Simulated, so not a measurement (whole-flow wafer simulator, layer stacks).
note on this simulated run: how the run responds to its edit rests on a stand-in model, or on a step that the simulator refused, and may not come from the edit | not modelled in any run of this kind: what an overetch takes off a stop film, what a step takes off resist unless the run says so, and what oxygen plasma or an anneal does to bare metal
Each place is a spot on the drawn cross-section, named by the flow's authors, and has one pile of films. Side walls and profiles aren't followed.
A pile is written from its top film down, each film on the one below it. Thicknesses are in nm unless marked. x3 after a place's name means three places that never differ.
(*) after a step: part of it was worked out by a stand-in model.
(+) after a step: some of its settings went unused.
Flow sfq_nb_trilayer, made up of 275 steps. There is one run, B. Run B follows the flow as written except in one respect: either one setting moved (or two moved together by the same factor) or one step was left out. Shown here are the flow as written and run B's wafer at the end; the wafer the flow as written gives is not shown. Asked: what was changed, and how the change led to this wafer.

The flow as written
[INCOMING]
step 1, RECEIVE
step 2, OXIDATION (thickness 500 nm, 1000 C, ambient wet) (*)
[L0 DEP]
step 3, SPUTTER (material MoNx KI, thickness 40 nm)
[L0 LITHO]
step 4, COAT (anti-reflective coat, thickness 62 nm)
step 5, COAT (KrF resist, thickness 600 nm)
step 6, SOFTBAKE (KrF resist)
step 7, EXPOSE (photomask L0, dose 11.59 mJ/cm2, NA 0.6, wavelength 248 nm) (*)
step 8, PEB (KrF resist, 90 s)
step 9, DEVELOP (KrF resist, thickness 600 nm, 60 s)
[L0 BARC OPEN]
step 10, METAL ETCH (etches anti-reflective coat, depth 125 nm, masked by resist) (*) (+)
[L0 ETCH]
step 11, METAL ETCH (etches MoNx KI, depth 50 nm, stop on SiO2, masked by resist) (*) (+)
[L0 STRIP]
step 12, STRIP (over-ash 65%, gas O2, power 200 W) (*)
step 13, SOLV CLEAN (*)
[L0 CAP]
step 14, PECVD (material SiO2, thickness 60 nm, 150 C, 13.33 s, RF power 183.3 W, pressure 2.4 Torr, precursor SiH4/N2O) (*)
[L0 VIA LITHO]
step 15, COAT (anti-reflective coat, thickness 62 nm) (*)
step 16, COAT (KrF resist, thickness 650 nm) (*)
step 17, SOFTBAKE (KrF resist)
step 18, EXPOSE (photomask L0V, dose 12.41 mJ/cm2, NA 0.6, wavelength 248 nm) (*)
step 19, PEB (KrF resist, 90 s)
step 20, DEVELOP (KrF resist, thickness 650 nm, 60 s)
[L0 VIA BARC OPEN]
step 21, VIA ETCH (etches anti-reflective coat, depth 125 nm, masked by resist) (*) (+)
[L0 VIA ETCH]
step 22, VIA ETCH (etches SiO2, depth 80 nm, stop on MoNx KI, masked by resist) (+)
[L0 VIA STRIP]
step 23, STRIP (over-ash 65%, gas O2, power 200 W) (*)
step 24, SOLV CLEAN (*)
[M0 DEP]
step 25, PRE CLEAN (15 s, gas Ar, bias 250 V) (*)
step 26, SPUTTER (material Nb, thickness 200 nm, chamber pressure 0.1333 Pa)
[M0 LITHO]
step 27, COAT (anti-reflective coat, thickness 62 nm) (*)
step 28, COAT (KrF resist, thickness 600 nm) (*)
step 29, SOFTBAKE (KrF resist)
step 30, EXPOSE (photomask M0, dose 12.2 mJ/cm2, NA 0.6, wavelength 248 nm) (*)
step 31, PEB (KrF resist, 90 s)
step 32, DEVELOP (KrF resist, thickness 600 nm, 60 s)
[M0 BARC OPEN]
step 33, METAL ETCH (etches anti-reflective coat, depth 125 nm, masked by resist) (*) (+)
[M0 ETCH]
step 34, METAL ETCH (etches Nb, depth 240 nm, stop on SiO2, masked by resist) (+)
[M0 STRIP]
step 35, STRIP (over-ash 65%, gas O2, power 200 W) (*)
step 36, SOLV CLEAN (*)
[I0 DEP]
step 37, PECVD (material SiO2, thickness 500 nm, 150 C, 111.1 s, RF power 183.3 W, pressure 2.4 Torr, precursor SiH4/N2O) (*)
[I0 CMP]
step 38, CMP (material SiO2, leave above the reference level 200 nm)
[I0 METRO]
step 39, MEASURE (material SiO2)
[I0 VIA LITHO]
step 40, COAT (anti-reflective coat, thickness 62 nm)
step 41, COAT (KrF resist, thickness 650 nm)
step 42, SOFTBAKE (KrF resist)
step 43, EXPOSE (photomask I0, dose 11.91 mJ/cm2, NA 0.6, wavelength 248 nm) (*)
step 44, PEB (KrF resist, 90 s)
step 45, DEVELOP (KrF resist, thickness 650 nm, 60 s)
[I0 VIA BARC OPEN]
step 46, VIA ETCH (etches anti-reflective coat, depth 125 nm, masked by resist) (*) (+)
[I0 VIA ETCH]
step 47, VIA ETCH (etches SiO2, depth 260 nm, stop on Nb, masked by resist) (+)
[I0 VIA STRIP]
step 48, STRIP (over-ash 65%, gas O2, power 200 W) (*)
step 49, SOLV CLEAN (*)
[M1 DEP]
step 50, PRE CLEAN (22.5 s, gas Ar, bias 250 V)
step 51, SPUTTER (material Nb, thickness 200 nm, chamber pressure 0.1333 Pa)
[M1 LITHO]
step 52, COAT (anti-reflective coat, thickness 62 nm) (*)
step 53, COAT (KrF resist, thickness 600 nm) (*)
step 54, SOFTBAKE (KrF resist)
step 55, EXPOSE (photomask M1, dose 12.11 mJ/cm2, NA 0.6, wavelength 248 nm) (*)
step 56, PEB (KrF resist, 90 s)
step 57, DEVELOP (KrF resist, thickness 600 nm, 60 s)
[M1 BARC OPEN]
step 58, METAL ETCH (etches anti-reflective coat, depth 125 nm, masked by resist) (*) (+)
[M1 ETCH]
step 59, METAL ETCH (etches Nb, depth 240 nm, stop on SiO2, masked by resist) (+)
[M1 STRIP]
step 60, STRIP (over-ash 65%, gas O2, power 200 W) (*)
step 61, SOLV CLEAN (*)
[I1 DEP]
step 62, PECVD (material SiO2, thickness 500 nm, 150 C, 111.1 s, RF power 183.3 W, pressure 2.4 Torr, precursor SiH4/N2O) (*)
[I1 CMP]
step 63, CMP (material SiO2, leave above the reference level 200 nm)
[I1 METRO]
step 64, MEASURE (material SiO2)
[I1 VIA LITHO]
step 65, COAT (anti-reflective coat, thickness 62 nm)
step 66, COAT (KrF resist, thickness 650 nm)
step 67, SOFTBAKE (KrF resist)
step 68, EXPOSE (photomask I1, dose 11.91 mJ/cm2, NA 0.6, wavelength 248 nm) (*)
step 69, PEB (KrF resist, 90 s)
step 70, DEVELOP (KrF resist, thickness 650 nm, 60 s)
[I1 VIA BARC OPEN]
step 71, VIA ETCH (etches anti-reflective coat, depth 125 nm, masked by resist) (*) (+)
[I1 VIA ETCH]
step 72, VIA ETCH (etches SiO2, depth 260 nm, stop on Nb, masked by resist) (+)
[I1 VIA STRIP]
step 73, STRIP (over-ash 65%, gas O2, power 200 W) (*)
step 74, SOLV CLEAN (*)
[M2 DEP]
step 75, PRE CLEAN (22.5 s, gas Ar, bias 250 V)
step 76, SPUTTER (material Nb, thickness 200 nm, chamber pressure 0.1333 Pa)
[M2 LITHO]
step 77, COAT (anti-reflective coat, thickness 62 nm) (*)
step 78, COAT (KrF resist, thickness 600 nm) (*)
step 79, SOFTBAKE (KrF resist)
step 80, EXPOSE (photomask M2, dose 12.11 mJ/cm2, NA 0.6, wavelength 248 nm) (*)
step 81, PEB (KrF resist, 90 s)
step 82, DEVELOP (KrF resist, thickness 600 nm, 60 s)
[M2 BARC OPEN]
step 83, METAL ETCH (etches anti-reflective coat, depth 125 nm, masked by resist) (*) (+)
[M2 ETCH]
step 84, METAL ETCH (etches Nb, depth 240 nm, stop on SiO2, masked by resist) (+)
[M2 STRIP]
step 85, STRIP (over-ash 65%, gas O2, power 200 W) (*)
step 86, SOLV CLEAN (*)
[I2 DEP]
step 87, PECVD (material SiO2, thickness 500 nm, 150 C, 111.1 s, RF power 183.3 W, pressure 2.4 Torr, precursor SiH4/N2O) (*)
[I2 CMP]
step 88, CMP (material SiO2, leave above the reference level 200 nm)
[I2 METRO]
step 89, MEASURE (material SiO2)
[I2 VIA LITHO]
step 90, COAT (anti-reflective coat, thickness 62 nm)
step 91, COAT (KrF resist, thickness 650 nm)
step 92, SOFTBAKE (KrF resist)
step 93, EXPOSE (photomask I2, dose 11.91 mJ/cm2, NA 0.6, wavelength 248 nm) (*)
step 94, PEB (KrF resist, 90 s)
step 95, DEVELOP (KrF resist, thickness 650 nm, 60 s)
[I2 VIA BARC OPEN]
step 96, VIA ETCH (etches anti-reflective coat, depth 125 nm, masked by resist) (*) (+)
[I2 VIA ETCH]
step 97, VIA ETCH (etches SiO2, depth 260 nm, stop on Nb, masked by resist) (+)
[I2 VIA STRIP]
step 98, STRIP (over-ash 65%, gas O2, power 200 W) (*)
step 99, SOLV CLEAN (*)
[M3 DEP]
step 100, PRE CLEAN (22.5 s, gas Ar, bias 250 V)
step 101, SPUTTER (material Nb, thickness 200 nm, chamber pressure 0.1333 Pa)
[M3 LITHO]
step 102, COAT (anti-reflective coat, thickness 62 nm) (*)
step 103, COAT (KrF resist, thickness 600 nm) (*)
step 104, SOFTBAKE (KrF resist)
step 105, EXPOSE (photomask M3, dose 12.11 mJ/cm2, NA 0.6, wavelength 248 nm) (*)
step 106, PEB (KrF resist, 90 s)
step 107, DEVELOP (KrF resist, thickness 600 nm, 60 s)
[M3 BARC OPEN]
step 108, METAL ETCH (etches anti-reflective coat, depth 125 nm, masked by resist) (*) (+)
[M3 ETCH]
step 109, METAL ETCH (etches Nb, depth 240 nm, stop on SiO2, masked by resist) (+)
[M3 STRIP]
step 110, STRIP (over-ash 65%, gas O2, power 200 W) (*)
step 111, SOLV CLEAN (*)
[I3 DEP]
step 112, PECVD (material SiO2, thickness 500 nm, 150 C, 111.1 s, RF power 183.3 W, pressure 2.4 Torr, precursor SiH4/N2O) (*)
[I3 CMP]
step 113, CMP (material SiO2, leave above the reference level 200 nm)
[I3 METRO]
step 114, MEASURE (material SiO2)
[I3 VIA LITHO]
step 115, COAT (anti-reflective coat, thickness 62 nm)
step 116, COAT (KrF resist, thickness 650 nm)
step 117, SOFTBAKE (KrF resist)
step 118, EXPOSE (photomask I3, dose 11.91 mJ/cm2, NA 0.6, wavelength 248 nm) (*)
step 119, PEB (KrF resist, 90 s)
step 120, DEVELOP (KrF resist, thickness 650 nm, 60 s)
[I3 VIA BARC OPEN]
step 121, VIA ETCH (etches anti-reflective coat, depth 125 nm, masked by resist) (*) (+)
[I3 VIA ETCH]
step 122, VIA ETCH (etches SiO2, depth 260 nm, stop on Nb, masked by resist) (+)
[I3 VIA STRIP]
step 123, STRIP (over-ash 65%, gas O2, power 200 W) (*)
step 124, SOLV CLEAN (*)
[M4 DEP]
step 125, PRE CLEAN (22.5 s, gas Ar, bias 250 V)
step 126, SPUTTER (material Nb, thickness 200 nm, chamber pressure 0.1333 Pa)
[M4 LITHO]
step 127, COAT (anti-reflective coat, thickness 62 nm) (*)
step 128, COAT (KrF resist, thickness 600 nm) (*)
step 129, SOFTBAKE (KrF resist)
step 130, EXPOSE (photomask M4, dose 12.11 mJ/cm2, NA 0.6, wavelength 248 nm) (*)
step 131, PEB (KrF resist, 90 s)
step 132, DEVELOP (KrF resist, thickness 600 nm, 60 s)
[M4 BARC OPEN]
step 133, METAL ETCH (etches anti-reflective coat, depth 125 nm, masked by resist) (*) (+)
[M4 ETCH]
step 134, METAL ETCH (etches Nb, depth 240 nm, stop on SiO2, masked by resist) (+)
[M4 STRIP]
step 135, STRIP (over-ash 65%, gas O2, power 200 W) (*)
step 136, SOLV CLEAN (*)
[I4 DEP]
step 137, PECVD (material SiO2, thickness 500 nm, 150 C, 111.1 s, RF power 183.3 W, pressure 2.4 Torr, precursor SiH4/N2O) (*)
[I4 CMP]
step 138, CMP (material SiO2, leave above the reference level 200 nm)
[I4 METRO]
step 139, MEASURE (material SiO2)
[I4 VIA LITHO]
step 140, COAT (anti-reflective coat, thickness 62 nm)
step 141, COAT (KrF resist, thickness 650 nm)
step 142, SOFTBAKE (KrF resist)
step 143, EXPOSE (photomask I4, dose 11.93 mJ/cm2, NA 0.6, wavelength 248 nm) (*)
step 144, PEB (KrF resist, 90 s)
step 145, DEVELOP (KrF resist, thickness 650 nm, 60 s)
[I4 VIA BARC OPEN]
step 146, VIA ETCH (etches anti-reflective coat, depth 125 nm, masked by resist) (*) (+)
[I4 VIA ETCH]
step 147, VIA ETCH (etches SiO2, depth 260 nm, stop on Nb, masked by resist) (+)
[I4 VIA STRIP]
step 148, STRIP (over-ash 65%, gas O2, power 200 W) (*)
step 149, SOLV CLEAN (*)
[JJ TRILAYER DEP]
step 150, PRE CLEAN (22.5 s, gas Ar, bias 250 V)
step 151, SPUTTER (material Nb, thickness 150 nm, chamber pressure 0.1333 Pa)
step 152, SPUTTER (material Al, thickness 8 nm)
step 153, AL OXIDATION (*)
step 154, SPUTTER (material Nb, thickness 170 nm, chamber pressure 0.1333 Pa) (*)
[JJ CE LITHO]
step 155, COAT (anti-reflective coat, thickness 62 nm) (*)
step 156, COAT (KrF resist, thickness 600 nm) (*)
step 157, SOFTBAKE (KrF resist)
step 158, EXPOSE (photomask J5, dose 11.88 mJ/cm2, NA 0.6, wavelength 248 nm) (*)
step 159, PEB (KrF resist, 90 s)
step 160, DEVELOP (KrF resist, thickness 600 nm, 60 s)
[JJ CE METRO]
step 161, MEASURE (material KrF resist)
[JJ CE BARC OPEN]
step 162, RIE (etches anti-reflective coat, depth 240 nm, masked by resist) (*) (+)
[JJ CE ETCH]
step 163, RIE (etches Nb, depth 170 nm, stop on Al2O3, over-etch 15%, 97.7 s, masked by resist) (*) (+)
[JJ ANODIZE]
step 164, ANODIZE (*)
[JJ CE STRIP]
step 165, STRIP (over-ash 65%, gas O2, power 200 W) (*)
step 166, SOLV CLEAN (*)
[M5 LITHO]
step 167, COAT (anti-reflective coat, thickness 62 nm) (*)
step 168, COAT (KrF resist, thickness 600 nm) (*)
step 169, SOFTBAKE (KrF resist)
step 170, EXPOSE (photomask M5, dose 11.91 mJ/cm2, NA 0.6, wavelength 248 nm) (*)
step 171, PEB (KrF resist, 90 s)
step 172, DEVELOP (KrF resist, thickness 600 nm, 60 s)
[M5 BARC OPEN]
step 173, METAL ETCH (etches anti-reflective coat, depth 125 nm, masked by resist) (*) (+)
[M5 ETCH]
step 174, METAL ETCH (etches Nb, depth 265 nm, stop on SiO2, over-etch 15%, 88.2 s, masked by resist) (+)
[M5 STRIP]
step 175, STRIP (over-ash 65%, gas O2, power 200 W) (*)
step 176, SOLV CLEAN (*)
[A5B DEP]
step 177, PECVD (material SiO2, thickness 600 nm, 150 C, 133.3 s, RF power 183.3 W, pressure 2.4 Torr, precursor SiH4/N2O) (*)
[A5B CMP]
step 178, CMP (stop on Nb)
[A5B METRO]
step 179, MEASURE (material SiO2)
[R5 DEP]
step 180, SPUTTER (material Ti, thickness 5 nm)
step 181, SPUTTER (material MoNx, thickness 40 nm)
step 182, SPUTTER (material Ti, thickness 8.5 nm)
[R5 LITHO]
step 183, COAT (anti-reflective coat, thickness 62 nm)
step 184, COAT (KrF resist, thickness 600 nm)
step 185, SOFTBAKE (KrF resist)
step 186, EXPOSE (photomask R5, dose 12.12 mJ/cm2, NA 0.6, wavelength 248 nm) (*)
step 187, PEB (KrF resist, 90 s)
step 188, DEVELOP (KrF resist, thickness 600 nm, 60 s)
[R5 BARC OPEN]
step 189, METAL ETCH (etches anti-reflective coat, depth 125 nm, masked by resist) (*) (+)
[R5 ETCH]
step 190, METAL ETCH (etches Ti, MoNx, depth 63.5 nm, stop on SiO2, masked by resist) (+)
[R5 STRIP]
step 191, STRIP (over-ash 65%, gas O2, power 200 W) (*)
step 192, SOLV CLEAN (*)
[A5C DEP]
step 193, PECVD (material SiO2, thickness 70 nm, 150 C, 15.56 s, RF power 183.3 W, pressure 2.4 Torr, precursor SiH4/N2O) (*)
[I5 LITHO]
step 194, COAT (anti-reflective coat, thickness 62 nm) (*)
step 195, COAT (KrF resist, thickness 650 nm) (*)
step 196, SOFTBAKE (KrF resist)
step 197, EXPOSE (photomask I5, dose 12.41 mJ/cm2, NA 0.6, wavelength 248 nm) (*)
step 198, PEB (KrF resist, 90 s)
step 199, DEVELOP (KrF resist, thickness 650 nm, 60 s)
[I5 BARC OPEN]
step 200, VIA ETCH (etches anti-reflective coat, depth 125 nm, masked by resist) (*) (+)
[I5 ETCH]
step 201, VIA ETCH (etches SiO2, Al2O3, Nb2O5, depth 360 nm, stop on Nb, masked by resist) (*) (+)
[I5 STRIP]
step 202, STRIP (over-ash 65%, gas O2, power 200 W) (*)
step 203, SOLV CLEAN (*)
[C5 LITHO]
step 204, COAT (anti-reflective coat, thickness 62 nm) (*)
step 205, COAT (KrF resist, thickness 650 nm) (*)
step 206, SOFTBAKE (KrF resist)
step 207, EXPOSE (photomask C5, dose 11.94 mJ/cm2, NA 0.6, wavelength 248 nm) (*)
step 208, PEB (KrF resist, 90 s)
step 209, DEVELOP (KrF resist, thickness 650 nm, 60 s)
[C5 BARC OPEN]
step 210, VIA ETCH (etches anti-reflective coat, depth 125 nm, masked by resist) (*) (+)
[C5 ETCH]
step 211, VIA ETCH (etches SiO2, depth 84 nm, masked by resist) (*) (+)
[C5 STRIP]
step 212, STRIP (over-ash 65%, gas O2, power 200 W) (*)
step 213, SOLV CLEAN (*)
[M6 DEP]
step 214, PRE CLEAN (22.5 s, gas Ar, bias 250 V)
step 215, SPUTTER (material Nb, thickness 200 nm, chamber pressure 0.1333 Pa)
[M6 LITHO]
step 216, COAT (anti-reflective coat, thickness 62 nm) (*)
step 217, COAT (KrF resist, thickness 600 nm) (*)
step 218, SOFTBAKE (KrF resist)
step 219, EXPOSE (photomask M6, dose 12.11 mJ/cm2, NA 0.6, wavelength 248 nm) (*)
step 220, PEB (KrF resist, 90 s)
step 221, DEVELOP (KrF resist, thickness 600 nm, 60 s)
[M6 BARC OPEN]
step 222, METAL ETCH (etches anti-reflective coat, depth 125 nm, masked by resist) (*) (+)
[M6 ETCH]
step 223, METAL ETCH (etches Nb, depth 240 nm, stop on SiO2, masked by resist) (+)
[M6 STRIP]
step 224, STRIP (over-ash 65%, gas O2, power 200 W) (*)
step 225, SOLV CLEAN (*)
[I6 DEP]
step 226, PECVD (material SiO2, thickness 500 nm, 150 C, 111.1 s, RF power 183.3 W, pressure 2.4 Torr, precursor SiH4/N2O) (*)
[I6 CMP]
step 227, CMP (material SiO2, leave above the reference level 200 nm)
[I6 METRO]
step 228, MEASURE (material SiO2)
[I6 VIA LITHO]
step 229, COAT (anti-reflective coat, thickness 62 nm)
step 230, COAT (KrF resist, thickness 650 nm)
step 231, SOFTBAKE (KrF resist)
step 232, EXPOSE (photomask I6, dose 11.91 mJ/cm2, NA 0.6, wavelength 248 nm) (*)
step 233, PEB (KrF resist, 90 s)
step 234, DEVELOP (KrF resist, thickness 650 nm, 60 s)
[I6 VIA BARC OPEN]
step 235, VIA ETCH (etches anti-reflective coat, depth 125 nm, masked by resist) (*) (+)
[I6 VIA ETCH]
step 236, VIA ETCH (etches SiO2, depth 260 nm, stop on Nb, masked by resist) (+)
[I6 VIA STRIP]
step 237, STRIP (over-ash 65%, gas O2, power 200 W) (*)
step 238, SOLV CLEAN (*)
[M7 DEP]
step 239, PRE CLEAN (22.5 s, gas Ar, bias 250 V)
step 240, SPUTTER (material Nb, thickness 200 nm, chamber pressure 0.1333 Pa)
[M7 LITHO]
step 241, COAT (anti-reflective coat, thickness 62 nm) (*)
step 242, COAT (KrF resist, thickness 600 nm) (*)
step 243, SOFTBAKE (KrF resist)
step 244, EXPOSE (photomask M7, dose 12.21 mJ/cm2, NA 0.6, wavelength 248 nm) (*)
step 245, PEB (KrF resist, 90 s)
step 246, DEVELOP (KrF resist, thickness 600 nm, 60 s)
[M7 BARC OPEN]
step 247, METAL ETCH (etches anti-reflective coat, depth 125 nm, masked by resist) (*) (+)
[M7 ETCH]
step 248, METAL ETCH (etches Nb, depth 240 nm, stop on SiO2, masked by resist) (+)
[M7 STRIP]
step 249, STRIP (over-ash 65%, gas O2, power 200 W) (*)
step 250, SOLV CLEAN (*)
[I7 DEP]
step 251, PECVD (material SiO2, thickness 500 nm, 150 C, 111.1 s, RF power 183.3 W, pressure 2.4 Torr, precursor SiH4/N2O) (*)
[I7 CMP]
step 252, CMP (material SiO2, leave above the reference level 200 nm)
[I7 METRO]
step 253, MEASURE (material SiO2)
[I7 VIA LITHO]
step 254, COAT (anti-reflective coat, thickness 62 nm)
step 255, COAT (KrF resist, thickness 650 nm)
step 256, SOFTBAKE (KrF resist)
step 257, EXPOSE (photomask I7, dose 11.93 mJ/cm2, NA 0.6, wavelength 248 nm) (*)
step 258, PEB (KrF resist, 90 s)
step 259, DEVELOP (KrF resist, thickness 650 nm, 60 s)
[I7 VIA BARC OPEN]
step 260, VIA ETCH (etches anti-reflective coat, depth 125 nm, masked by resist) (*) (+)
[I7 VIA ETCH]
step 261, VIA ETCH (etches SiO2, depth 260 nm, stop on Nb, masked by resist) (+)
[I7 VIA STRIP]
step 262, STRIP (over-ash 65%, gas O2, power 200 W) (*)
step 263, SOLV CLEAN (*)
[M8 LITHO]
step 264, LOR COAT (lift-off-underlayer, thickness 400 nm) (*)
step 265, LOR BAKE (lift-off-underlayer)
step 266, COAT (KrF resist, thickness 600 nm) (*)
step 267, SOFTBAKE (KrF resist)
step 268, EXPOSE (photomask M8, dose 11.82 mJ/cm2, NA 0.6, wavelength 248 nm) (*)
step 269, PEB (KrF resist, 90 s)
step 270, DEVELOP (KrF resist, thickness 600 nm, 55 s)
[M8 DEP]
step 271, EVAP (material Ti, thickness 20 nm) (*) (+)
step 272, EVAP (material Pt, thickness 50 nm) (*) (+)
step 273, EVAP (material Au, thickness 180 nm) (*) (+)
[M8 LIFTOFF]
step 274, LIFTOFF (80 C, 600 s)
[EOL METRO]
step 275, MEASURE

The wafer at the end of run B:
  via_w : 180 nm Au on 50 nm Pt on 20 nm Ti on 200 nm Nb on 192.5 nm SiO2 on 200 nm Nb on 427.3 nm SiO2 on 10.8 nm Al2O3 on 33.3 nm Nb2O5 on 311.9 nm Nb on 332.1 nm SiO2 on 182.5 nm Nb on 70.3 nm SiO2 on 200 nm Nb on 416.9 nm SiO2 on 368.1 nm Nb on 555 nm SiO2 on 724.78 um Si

What caused this: step 97, VIA ETCH: depth 122 nm was run, though the flow has depth 260 nm.

The path from the change to this, step by step:
  step 97, VIA ETCH (etches SiO2, depth 260 nm, stop on Nb, masked by resist) (+)
      via_w: SiO2 loses 122 (in the flow as written it would be: SiO2 loses 199.8 (all of it))
      field_l, v_sur, via_wl and 102 more: KrF resist loses 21 (in the flow as written it would be: KrF resist loses 44.8)
  step 98, STRIP (over-ash 65%, gas O2, power 200 W) (*)
      field_l, v_sur, via_wl and 102 more: KrF resist loses 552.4 (all of it), anti-reflective coat loses 62 (all of it) (in the flow as written it would be: KrF resist loses 528.6 (all of it), anti-reflective coat loses 62 (all of it))
  step 100, PRE CLEAN (22.5 s, gas Ar, bias 250 V)
      via_w: SiO2 loses 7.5 (in the flow as written it would be: Nb loses 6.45)
  step 101, SPUTTER (material Nb, thickness 200 nm, chamber pressure 0.1333 Pa)
      via_w: Nb gains 182.5 (new film) (in the flow as written it would be: Nb gains 165.5)
  step 102, COAT (anti-reflective coat, thickness 62 nm) (*)
      via_wl, via_wr: anti-reflective coat gains 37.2 (new film) (in the flow as written it would be: anti-reflective coat gains 34.2 (new film))
      via_w: anti-reflective coat gains 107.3 (new film) (in the flow as written it would be: anti-reflective coat gains 124.8 (new film))
  step 103, COAT (KrF resist, thickness 600 nm) (*)
      via_w: KrF resist gains 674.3 (new film) (in the flow as written it would be: KrF resist gains 737.9 (new film))
  step 110, STRIP (over-ash 65%, gas O2, power 200 W) (*)
      via_wl, via_wr: KrF resist loses 391 (all of it), anti-reflective coat loses 37.2 (all of it) (in the flow as written it would be: KrF resist loses 384.2 (all of it), anti-reflective coat loses 34.2 (all of it))
      via_w: KrF resist loses 456.5 (all of it), anti-reflective coat loses 107.3 (all of it) (in the flow as written it would be: KrF resist loses 520 (all of it), anti-reflective coat loses 124.8 (all of it))
  step 112, PECVD (material SiO2, thickness 500 nm, 150 C, 111.1 s, RF power 183.3 W, pressure 2.4 Torr, precursor SiH4/N2O) (*)
      via_w: SiO2 gains 500 (new film) (in the flow as written it would be: SiO2 gains 615 (new film))
  step 113, CMP (material SiO2, leave above the reference level 200 nm)
      via_w: SiO2 loses 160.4 (in the flow as written it would be: SiO2 loses 181.6)
Taking metal films that touch as one body, via_w has 6 bodies (between them, from the top down: SiO2 192.5; SiO2 427.3 / Al2O3 10.8 / Nb2O5 33.3; SiO2 332.1; SiO2 70.3; SiO2 416.9); the flow as written gives 5 bodies (between them, from the top down: SiO2 192.5; SiO2 427.3 / Al2O3 10.8 / Nb2O5 33.3; SiO2 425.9; SiO2 416.9).
